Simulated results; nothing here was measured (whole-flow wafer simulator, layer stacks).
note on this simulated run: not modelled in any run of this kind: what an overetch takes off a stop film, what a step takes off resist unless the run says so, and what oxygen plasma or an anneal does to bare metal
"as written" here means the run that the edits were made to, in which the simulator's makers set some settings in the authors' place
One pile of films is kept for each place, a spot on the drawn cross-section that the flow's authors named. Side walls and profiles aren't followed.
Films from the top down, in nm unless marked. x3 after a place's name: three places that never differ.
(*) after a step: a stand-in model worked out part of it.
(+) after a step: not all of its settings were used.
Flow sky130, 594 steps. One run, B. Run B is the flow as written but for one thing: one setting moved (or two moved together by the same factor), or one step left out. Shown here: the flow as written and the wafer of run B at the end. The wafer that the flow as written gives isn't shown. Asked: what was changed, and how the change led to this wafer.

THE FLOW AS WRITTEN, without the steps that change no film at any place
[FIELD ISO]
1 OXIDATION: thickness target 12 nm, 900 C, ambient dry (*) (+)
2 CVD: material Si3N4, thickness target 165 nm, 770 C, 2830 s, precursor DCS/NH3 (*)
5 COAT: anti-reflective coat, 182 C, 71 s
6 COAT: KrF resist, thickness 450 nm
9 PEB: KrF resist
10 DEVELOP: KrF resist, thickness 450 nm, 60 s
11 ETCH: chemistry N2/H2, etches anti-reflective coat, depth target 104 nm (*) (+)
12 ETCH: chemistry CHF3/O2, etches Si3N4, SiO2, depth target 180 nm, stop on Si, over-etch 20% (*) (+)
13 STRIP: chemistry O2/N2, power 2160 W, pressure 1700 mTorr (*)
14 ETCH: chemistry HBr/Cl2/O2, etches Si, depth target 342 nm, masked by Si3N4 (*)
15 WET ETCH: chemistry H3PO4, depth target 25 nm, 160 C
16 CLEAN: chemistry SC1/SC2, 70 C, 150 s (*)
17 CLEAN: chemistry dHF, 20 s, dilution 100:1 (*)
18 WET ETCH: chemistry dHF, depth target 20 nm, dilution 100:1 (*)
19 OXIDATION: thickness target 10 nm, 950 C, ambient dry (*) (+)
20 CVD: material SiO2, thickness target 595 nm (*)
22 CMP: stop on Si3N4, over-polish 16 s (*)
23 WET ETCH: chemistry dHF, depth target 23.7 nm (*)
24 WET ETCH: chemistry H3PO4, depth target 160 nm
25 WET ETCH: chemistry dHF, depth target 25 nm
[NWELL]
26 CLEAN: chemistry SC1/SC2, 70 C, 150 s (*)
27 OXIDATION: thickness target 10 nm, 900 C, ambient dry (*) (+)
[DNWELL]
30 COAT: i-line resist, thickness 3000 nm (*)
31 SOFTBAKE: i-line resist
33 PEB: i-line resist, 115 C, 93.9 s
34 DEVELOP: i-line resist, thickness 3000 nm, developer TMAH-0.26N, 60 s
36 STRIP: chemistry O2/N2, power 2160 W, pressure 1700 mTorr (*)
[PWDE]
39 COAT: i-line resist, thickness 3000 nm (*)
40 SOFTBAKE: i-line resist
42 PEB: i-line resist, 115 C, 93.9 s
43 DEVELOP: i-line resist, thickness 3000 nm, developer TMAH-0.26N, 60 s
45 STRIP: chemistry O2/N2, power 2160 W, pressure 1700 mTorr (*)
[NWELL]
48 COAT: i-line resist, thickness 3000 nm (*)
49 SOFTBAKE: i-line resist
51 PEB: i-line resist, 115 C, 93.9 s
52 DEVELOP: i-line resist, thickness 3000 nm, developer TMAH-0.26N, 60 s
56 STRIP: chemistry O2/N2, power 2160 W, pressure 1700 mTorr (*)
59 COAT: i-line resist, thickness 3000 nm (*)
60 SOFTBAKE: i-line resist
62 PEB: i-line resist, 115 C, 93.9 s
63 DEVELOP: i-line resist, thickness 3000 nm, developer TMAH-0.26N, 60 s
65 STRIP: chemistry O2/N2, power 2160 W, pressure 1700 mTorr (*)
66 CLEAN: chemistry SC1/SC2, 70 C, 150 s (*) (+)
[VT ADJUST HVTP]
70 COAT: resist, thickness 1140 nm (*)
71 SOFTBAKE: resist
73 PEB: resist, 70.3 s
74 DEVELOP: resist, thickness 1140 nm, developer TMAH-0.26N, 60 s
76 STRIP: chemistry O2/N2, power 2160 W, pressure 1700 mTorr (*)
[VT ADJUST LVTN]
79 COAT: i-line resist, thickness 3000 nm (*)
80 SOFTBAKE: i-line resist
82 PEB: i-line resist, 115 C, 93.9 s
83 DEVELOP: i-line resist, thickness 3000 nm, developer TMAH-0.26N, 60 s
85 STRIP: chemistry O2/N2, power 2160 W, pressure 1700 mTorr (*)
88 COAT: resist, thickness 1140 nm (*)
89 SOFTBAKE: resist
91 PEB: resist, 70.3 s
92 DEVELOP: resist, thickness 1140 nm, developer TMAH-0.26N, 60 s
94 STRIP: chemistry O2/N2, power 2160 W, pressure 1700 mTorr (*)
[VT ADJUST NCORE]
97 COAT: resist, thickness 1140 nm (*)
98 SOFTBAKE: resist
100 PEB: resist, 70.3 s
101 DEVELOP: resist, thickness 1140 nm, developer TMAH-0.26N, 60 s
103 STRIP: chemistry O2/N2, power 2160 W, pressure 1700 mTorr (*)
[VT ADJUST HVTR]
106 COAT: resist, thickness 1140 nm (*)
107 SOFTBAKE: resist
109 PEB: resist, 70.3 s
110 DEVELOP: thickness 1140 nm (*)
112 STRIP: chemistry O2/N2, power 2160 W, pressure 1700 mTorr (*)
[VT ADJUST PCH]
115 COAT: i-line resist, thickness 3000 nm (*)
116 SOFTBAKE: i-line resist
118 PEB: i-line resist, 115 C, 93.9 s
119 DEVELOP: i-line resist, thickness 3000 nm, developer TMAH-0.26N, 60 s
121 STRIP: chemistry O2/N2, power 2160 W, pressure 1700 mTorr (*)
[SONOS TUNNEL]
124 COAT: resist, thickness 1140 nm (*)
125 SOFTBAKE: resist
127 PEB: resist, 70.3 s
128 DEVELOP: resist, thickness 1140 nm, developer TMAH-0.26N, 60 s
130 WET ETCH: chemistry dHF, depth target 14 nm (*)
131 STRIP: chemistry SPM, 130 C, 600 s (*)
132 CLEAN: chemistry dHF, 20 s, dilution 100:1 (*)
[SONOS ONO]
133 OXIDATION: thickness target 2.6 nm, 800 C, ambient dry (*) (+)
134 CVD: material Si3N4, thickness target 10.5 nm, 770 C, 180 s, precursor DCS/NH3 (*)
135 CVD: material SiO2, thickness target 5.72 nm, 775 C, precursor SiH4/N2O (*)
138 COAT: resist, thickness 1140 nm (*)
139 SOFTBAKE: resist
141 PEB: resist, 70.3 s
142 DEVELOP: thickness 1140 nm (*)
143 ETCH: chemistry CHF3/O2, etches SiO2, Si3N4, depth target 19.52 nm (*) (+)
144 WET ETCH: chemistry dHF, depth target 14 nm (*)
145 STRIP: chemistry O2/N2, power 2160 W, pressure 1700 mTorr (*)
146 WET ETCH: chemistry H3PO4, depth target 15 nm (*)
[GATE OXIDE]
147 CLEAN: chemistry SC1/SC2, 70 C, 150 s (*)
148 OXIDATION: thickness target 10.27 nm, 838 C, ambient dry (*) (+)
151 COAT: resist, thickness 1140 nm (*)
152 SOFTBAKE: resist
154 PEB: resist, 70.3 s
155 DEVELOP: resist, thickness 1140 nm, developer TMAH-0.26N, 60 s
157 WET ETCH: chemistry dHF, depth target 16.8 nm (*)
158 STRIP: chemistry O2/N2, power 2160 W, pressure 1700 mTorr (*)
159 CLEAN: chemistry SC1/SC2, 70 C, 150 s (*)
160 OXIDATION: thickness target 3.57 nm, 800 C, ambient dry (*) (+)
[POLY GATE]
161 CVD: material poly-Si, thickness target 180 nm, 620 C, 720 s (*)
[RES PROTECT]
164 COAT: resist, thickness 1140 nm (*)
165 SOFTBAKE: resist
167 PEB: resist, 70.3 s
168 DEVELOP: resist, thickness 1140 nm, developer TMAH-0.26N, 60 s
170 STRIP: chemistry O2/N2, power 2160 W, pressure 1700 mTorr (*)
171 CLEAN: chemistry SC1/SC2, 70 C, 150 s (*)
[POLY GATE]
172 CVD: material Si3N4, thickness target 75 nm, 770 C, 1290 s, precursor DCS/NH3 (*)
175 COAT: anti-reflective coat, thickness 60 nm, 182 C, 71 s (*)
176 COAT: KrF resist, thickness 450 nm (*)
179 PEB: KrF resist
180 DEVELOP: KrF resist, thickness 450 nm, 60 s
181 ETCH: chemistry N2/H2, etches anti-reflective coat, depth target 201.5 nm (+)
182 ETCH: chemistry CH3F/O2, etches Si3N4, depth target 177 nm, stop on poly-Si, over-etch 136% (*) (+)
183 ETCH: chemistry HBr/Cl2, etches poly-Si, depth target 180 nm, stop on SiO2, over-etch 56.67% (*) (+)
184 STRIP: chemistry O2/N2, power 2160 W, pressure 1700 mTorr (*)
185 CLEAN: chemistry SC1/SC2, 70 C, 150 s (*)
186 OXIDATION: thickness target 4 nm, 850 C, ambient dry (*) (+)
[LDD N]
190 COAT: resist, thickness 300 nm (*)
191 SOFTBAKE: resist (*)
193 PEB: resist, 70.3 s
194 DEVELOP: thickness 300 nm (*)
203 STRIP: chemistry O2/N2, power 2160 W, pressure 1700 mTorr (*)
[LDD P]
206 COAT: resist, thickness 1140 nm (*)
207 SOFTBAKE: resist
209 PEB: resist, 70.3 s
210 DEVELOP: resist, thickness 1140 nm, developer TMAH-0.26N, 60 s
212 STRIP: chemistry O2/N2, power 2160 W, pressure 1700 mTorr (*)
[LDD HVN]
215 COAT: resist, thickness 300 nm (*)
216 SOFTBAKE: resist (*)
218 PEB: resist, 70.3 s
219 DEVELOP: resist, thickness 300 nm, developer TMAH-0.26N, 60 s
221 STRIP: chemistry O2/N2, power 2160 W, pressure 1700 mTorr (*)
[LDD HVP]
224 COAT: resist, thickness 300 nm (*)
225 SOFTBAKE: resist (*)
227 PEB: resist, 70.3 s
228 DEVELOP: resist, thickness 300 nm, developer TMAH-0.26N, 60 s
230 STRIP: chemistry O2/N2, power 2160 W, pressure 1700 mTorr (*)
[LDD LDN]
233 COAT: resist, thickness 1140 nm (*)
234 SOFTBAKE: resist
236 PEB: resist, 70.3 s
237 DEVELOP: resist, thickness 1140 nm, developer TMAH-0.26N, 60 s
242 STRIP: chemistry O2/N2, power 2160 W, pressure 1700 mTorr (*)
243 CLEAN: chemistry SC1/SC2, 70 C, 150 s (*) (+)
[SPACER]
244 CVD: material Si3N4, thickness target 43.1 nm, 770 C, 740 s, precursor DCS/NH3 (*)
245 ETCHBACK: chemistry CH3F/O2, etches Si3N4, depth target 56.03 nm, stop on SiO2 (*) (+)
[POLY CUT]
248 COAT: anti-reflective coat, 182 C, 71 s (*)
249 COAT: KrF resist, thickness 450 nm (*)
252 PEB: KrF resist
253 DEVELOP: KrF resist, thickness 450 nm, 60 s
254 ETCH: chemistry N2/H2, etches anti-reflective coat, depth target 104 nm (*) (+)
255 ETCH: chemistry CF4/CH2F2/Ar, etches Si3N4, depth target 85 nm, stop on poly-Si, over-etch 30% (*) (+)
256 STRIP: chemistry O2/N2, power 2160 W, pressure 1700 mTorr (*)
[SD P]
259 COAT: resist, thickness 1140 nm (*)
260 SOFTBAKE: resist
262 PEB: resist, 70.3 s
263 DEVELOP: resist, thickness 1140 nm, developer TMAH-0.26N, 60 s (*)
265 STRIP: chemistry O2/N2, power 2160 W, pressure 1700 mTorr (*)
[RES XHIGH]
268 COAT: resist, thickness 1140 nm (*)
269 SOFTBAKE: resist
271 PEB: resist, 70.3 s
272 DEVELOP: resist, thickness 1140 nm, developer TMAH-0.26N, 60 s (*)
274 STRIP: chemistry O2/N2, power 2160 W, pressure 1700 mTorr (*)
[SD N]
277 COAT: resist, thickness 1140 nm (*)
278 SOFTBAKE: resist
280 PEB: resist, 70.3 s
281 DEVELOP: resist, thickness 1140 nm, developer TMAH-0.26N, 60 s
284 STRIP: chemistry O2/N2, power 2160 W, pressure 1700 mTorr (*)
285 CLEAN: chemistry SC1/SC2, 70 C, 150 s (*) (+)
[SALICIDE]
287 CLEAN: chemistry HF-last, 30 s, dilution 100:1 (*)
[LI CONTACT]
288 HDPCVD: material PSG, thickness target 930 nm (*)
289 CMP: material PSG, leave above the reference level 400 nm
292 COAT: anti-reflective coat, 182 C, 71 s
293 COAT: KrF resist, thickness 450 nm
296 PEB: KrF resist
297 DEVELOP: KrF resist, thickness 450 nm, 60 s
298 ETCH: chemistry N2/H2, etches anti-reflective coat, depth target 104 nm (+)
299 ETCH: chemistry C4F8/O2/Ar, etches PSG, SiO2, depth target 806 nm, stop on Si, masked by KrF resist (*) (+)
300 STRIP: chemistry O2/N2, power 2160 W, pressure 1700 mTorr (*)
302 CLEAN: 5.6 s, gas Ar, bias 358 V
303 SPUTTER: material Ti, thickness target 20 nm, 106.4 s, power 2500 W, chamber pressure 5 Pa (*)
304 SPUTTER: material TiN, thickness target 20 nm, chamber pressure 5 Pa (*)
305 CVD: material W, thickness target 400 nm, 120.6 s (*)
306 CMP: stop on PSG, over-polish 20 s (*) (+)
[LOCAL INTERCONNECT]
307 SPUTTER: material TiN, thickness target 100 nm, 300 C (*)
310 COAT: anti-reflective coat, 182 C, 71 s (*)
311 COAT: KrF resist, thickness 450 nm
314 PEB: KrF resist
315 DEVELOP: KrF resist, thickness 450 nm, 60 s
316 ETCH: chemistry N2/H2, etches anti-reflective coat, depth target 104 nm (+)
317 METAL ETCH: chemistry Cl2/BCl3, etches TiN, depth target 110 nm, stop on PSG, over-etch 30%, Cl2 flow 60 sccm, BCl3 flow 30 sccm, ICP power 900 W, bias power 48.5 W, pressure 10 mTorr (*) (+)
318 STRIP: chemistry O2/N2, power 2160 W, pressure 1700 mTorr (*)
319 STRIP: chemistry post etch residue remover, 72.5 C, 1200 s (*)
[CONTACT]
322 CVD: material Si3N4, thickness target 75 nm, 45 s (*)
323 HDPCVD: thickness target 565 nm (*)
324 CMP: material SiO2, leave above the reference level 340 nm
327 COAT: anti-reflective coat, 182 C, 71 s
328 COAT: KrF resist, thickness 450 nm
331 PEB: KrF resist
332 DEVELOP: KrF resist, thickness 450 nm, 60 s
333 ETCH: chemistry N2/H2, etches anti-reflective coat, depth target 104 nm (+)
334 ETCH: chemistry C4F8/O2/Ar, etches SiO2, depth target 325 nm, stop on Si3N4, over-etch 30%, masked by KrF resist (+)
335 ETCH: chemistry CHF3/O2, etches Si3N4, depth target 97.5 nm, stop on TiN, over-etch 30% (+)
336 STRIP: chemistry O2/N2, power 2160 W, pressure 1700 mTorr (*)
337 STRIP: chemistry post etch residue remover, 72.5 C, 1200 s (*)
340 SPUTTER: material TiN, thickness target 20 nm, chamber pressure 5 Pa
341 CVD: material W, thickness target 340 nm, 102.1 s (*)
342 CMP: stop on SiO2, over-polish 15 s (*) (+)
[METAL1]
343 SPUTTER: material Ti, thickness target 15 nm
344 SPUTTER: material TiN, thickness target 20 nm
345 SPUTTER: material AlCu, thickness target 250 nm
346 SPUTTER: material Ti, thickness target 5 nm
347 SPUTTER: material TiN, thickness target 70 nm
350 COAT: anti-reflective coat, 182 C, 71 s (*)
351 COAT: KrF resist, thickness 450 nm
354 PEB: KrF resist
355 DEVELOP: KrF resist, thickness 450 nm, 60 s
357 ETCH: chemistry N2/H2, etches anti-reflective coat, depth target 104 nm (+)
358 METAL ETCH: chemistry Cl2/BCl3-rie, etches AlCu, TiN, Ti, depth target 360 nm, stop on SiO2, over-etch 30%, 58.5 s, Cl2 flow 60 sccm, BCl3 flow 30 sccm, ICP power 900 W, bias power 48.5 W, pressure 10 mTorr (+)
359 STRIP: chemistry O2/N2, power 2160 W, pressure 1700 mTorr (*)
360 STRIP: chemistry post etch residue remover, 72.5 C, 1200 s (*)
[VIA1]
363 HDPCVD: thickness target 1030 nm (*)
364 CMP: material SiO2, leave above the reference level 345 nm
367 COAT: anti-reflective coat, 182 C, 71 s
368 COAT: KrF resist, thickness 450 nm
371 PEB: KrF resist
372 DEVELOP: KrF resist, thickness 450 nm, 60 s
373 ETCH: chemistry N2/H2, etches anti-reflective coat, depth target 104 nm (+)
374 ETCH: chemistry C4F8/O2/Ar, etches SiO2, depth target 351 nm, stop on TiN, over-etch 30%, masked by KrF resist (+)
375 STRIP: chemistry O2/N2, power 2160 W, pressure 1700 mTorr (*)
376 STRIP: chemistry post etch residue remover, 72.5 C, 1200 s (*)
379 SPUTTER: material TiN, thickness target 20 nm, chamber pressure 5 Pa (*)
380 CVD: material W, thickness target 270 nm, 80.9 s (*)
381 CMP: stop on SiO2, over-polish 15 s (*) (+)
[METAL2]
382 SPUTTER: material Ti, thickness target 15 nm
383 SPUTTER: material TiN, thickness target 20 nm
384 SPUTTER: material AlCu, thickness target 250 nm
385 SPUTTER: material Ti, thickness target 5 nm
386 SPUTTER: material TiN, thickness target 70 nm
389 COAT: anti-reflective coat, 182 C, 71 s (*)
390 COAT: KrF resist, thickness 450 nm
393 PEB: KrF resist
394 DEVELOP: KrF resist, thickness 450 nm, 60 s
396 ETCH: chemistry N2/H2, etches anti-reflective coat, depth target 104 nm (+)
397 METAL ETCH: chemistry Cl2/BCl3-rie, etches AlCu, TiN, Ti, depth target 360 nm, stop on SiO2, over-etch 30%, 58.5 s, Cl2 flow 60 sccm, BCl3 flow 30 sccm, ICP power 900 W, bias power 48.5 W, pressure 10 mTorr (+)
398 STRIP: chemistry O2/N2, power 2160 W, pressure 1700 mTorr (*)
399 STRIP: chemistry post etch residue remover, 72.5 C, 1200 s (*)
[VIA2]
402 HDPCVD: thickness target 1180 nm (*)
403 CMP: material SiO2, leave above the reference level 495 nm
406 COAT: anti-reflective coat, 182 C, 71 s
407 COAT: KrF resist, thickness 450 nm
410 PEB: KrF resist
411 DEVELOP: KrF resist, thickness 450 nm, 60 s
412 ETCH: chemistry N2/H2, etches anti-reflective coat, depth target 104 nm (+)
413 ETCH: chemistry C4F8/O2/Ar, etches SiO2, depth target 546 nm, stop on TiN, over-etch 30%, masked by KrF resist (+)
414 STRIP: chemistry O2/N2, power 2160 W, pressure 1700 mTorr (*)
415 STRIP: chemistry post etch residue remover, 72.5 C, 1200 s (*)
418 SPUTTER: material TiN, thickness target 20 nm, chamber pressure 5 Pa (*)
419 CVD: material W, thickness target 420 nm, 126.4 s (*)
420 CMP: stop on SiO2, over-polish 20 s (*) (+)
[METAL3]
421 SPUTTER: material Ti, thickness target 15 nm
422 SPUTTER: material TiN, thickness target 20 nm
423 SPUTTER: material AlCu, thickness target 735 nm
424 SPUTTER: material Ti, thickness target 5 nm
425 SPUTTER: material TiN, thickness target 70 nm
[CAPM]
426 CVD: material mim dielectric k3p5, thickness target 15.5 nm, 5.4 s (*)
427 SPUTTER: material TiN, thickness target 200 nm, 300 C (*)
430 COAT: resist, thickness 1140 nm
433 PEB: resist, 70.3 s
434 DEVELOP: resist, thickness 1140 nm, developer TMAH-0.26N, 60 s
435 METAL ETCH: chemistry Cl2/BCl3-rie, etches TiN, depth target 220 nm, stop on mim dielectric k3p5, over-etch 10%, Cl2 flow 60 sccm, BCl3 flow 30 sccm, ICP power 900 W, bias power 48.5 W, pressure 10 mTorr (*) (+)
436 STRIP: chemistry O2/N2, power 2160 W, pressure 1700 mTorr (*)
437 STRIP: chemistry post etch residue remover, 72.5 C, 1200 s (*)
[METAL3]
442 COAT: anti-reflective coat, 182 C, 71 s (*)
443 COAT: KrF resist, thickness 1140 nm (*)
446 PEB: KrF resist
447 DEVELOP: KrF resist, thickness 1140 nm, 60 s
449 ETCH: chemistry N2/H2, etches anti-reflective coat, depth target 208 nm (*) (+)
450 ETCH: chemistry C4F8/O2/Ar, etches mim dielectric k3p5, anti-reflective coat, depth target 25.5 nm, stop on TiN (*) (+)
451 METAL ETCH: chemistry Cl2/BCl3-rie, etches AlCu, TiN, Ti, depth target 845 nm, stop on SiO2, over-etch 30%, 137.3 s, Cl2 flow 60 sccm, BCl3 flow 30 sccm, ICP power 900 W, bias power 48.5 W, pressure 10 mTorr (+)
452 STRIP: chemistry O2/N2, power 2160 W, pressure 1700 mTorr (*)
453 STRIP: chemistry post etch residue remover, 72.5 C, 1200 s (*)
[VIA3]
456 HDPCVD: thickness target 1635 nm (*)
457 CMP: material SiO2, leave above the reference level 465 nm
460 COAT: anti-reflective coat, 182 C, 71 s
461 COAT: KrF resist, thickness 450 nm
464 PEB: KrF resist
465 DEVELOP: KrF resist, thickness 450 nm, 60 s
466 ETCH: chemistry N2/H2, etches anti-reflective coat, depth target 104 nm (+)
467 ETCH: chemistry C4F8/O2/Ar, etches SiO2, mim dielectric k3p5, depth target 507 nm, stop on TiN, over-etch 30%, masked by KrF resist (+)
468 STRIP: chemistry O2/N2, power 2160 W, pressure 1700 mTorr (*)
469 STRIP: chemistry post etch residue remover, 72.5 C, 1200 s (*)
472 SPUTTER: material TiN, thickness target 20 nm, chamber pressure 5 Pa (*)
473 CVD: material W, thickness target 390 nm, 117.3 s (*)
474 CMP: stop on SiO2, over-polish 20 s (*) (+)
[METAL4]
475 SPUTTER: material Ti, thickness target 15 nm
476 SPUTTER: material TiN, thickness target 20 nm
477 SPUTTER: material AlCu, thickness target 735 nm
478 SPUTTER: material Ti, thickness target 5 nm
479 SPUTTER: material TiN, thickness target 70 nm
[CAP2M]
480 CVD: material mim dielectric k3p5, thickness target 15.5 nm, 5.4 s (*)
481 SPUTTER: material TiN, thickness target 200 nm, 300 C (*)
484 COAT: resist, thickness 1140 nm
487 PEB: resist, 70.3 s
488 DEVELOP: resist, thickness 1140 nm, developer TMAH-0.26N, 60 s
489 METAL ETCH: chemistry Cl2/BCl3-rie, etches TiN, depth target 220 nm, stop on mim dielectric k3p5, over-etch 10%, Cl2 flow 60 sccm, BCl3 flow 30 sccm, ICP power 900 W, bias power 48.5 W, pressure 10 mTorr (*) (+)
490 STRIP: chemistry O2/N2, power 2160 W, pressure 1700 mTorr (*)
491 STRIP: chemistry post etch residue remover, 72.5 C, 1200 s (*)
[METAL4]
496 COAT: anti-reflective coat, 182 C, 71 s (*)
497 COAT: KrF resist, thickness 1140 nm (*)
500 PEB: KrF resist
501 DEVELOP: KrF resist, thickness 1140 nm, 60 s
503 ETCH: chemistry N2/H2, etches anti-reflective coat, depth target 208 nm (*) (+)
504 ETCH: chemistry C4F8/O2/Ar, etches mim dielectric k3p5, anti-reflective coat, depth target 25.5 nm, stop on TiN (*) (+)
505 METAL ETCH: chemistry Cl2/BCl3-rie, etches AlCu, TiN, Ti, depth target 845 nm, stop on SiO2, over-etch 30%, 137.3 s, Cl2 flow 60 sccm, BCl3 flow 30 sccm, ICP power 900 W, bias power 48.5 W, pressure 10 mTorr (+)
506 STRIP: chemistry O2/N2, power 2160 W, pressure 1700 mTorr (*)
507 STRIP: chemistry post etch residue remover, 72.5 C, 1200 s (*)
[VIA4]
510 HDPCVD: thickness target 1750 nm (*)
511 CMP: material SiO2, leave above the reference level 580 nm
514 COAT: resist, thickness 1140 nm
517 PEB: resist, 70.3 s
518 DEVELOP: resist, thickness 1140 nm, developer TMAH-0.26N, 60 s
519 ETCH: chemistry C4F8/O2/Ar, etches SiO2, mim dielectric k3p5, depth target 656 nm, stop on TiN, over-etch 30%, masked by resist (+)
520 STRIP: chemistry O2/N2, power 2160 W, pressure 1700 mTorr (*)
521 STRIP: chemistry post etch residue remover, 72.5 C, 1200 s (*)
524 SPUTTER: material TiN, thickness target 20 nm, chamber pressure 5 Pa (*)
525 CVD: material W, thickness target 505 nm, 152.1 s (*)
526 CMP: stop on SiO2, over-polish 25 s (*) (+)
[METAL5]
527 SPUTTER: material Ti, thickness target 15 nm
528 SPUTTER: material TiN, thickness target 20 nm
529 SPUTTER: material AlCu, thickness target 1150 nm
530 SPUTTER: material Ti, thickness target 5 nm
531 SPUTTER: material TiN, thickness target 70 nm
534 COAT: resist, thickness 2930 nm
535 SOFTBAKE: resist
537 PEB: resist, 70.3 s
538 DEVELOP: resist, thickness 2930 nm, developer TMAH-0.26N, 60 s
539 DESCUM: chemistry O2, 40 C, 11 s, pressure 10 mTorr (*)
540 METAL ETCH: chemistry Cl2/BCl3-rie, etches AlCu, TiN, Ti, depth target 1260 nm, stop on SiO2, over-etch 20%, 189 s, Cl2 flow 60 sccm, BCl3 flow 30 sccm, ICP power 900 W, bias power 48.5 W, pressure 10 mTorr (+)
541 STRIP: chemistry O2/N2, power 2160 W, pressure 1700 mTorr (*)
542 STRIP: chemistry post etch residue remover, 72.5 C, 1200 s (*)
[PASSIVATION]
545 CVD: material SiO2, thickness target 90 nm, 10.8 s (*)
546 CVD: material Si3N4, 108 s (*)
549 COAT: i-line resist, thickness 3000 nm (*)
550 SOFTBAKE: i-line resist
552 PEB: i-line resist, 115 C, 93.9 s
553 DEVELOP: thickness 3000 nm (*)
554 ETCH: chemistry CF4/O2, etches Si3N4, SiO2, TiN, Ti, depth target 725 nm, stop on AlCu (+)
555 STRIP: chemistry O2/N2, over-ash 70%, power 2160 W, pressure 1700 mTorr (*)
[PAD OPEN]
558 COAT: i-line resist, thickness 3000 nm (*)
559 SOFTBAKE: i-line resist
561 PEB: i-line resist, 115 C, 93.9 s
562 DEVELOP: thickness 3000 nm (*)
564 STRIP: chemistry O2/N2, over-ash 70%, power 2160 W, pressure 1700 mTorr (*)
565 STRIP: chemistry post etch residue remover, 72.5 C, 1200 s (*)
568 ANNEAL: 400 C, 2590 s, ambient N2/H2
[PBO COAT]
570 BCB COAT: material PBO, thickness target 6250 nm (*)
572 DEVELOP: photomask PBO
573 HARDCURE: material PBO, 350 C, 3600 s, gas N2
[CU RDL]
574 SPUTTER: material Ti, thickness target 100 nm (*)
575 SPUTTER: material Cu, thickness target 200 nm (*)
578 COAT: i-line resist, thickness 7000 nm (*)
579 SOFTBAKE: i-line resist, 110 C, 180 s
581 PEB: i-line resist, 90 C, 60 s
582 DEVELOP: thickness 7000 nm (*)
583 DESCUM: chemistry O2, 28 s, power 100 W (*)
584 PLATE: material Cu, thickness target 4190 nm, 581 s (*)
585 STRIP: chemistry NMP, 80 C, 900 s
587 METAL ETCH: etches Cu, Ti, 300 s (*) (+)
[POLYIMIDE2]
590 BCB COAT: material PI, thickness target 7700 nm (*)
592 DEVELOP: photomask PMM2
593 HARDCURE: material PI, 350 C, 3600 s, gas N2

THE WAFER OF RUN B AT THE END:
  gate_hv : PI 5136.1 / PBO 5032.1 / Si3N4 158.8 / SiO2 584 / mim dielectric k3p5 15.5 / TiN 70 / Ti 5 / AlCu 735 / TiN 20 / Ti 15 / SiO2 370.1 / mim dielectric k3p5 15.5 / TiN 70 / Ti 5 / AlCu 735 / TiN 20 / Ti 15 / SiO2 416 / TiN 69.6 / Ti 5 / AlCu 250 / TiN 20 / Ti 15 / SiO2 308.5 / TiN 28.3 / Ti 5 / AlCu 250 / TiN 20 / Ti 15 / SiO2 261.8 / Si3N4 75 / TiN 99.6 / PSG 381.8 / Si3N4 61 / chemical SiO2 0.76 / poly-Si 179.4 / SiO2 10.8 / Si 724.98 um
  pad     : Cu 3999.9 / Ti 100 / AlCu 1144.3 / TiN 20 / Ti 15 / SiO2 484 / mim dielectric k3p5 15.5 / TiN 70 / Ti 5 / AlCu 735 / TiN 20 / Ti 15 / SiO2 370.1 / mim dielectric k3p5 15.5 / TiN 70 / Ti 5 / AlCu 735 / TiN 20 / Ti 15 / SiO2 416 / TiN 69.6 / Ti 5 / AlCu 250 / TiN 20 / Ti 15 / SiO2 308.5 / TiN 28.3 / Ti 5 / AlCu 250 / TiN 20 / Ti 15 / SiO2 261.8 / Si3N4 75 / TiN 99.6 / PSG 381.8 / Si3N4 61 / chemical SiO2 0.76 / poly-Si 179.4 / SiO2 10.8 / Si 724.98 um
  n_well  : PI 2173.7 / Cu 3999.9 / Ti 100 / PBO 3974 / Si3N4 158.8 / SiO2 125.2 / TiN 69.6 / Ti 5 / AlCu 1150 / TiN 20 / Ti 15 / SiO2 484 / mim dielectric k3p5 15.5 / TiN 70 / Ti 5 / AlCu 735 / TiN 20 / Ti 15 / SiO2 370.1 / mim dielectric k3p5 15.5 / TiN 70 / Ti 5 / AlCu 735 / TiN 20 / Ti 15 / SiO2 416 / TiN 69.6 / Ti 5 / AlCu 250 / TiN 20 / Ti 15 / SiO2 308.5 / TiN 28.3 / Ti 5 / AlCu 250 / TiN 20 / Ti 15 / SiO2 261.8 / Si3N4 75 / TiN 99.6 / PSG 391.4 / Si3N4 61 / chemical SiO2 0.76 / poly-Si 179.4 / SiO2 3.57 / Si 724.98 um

The cause: step 347, SPUTTER: thickness target 28.7 nm was run, where the flow has thickness target 70 nm.

How the change led to this, step by step:
  347 SPUTTER: material TiN, thickness target 70 nm
      field, active, n_well and 188 more: TiN +28.7 (new film) (as written it would be: TiN +70 (new film))
  358 METAL ETCH: chemistry Cl2/BCl3-rie, etches AlCu, TiN, Ti, depth target 360 nm, stop on SiO2, over-etch 30%, 58.5 s, Cl2 flow 60 sccm, BCl3 flow 30 sccm, ICP power 900 W, bias power 48.5 W, pressure 10 mTorr (+)
      field, active, gate and 81 more: TiN -27.4 (all of it), Ti -5 (all of it), AlCu -250 (all of it), TiN -20 (all of it), Ti -15 (all of it), SiO2 -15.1 (as written it would be: TiN -68.7 (all of it), Ti -5 (all of it), AlCu -250 (all of it), TiN -20 (all of it), Ti -15 (all of it), SiO2 -10.9)
  364 CMP: material SiO2, leave above the reference level 345 nm
      n_well, p_well, gate_hv and 100 more: SiO2 -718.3 (as written it would be: SiO2 -759.6)
      poly_licon, ndiff_licon, ndiff_licon_cpp, rpo_hd_licon: SiO2 -717.7 (as written it would be: SiO2 -759)
  374 ETCH: chemistry C4F8/O2/Ar, etches SiO2, depth target 351 nm, stop on TiN, over-etch 30%, masked by KrF resist (+)
      m1, via1_hole: SiO2 -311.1 (all of it) (as written it would be: SiO2 -269.8 (all of it))
  379 SPUTTER: material TiN, thickness target 20 nm, chamber pressure 5 Pa (*)
      m1: TiN +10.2 (as written it would be: TiN +11)
      via1_hole: TiN +10.2 (as written it would be: TiN +10.9)
  380 CVD: material W, thickness target 270 nm, 80.9 s (*)
      m1, via1_hole: W +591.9 (new film) (as written it would be: W +549.9 (new film))
